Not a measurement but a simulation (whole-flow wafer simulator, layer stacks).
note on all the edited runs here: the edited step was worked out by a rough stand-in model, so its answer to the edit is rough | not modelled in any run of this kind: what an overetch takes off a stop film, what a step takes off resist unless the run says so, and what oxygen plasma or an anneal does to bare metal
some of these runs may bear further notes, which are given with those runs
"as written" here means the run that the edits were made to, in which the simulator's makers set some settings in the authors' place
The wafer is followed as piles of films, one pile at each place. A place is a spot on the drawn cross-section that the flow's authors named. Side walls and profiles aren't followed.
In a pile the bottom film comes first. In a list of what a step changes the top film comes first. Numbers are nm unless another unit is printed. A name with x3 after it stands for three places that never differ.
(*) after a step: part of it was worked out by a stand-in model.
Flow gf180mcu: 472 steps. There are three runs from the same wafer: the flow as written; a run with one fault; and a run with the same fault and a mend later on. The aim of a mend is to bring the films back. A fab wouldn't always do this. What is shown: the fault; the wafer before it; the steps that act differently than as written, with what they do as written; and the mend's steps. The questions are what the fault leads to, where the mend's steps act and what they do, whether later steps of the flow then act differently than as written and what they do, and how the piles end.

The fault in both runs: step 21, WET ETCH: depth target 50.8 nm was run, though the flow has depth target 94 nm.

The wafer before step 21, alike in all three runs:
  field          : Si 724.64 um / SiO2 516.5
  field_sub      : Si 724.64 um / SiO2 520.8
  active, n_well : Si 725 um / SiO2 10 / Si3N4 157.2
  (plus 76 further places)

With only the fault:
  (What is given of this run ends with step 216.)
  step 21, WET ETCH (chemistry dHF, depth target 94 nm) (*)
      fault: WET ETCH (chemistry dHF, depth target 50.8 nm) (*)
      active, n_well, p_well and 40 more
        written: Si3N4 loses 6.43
        fault: Si3N4 loses 3.51
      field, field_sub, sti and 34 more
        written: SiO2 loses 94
        fault: SiO2 loses 50.8
  Steps later in the flow that act otherwise than as written (30 more steps, not shown, differ only slightly: by at most 2% or 0.5 nm, whichever is larger):
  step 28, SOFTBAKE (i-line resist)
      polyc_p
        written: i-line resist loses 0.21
        fault: i-line resist gains 0.35
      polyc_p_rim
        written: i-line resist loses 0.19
        fault: i-line resist gains 0.4
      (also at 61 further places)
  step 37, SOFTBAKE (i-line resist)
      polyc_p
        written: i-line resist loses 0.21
        fault: i-line resist gains 0.35
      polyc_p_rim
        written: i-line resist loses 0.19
        fault: i-line resist gains 0.4
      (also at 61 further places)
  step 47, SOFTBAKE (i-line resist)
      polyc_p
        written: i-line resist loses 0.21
        fault: i-line resist gains 0.35
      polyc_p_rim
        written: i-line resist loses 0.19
        fault: i-line resist gains 0.4
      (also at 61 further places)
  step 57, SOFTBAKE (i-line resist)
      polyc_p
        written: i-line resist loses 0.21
        fault: i-line resist gains 0.35
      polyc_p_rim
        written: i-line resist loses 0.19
        fault: i-line resist gains 0.4
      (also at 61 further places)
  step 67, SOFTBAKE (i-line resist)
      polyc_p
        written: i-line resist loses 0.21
        fault: i-line resist gains 0.35
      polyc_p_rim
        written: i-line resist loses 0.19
        fault: i-line resist gains 0.4
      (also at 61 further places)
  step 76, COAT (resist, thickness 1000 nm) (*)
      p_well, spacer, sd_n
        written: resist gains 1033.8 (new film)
        fault: resist gains 1075.9 (new film)
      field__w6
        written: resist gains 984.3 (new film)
        fault: resist gains 959.8 (new film)
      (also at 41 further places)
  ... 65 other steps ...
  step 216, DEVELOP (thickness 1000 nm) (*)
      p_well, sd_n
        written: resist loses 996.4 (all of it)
        fault: resist loses 1036.5 (all of it)
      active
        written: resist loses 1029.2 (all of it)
        fault: resist loses 1060.5 (all of it)
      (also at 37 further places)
  Once step 216 is done, the piles at field, field__w1, field__w2 and 73 more depart from the flow's by more than 2% or 0.5 nm, whichever is larger.
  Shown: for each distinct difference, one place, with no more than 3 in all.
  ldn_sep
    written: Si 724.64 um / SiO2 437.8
    fault: Si 724.64 um / SiO2 480.8
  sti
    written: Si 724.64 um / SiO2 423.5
    fault: Si 724.64 um / SiO2 466.5
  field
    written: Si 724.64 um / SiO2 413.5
    fault: Si 724.64 um / SiO2 456.5

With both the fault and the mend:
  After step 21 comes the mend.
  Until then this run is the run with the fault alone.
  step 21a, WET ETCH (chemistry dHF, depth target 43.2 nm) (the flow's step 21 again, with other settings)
      field, field_sub, sti and 34 more
        SiO2 loses 43.2
  None of the later steps of the flow differs from how it acts as written, at any place that is followed, by more than 2% or 0.5 nm, whichever is larger.
  The piles end the same as the flow's at every place that both follow.
